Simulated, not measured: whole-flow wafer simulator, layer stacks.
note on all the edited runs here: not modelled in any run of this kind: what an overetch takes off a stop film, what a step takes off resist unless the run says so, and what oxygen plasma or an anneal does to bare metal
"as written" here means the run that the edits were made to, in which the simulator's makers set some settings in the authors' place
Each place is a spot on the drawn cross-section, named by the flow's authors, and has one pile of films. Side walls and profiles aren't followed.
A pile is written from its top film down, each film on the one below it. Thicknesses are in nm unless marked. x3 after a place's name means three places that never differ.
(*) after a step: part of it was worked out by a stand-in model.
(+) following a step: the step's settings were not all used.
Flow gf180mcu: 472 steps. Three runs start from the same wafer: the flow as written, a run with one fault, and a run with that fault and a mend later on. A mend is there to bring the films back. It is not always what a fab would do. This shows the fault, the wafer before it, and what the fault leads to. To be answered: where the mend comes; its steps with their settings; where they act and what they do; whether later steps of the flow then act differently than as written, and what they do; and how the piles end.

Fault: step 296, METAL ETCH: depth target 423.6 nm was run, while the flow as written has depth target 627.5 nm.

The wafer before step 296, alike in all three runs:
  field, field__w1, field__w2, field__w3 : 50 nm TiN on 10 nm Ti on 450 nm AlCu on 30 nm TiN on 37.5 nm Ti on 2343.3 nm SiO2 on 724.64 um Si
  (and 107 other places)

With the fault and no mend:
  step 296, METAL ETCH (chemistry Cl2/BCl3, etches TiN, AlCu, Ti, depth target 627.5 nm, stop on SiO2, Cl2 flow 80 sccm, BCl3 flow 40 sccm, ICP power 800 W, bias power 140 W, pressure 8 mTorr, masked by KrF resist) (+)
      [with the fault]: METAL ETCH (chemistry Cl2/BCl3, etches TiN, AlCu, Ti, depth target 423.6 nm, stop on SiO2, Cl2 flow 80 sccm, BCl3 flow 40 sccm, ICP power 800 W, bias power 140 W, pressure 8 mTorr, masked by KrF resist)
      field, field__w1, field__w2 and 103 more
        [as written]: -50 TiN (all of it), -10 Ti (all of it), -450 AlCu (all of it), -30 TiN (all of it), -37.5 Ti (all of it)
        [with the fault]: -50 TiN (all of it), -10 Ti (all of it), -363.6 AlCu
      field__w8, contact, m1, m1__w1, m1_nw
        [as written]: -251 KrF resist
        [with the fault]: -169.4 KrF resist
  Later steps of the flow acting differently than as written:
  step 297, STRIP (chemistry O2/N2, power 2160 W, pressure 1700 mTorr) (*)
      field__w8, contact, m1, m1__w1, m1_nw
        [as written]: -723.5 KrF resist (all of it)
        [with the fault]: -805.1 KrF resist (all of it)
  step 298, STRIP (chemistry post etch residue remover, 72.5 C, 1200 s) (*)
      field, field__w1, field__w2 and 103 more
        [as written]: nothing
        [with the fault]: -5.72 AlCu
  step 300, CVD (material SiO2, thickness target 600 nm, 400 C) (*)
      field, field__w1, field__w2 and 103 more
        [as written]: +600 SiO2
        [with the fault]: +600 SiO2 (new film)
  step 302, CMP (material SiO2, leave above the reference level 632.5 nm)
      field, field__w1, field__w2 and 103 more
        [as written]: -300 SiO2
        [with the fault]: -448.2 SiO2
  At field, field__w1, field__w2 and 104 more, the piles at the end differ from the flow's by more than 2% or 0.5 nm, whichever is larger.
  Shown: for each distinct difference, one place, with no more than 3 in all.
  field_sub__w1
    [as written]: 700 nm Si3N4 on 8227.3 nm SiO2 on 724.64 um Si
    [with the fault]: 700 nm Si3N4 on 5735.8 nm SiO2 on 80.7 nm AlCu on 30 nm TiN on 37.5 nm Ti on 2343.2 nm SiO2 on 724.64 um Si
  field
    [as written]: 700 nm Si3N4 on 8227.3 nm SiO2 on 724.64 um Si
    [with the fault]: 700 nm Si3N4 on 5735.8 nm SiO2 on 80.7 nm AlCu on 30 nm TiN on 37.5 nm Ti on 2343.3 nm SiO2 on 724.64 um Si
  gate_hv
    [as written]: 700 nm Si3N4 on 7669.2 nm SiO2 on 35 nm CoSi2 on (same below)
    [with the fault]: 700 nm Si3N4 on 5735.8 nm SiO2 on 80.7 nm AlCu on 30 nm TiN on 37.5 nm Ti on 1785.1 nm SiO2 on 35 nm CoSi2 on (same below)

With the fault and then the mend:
  The mend stands after step 296.
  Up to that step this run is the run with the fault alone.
  step 296a, METAL ETCH (chemistry Cl2/BCl3, etches TiN, AlCu, Ti, depth target 203.9 nm, stop on SiO2, Cl2 flow 80 sccm, BCl3 flow 40 sccm, ICP power 800 W, bias power 140 W, pressure 8 mTorr, masked by KrF resist) (+) (the flow's step 296 again, with other settings)
      field, field__w1, field__w2 and 103 more
        -86.4 AlCu (all of it), -30 TiN (all of it), -37.5 Ti (all of it)
      field__w8, contact, m1, m1__w1, m1_nw
        -81.6 KrF resist
  None of the later steps of the flow acts differently than as written at any place that is followed.
  The piles end the same as the flow's at every place that both follow.
